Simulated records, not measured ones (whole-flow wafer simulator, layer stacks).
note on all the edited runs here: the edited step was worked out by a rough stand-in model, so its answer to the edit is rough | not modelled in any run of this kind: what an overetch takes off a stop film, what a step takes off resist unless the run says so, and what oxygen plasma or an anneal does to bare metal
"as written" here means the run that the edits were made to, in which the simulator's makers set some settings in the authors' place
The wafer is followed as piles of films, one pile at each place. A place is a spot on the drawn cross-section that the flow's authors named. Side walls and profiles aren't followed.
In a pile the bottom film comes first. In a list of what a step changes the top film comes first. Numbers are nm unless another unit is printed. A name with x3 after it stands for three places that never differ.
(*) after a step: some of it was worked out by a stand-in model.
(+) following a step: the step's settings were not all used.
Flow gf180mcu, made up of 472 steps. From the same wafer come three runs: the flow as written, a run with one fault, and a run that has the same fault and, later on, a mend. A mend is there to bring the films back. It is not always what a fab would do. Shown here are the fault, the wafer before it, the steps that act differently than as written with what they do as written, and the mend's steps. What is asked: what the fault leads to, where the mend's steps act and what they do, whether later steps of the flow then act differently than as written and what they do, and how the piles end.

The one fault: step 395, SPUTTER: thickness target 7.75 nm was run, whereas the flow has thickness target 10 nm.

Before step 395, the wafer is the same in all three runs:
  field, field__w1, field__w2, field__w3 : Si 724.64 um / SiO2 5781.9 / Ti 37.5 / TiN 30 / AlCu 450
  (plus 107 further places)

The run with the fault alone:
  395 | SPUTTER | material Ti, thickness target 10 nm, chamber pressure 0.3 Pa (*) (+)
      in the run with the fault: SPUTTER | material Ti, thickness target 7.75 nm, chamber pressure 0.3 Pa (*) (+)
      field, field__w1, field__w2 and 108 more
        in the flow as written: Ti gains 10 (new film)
        in the run with the fault: Ti gains 7.75 (new film)
  Later steps of the flow acting differently than as written (not shown: 2 more steps that differ only slightly, by at most 2% or 0.5 nm, whichever is larger):
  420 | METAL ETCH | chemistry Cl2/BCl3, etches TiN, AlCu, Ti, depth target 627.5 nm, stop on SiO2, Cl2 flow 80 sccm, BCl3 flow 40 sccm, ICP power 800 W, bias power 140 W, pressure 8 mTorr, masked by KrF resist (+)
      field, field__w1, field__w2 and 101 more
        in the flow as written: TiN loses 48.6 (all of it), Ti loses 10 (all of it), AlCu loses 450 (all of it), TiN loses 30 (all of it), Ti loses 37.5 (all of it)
        in the run with the fault: TiN loses 48.6 (all of it), Ti loses 7.75 (all of it), AlCu loses 450 (all of it), TiN loses 30 (all of it), Ti loses 37.5 (all of it)
  At field__w4, field__w8, contact, m1, m1__w1, mim, mim_1p0, m1_nw, the piles at the end differ from the flow's by more than 2% or 0.5 nm, whichever is larger.
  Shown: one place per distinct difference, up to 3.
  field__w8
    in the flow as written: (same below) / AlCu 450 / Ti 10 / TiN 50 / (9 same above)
    in the run with the fault: (same below) / AlCu 450 / Ti 7.75 / TiN 50 / (9 same above)
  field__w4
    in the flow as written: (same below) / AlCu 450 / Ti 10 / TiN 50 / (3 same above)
    in the run with the fault: (same below) / AlCu 450 / Ti 7.75 / TiN 50 / (3 same above)
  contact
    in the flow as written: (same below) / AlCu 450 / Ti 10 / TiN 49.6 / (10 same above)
    in the run with the fault: (same below) / AlCu 450 / Ti 7.75 / TiN 49.6 / (10 same above)

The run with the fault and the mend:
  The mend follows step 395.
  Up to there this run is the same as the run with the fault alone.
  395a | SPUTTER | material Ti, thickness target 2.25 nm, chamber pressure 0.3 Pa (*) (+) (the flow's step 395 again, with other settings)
      field, field__w1, field__w2 and 108 more
        Ti gains 2.25
  Every later step of the flow that is run acts as written at every place that is followed.
  The piles end the same as the flow's at every place that both follow.
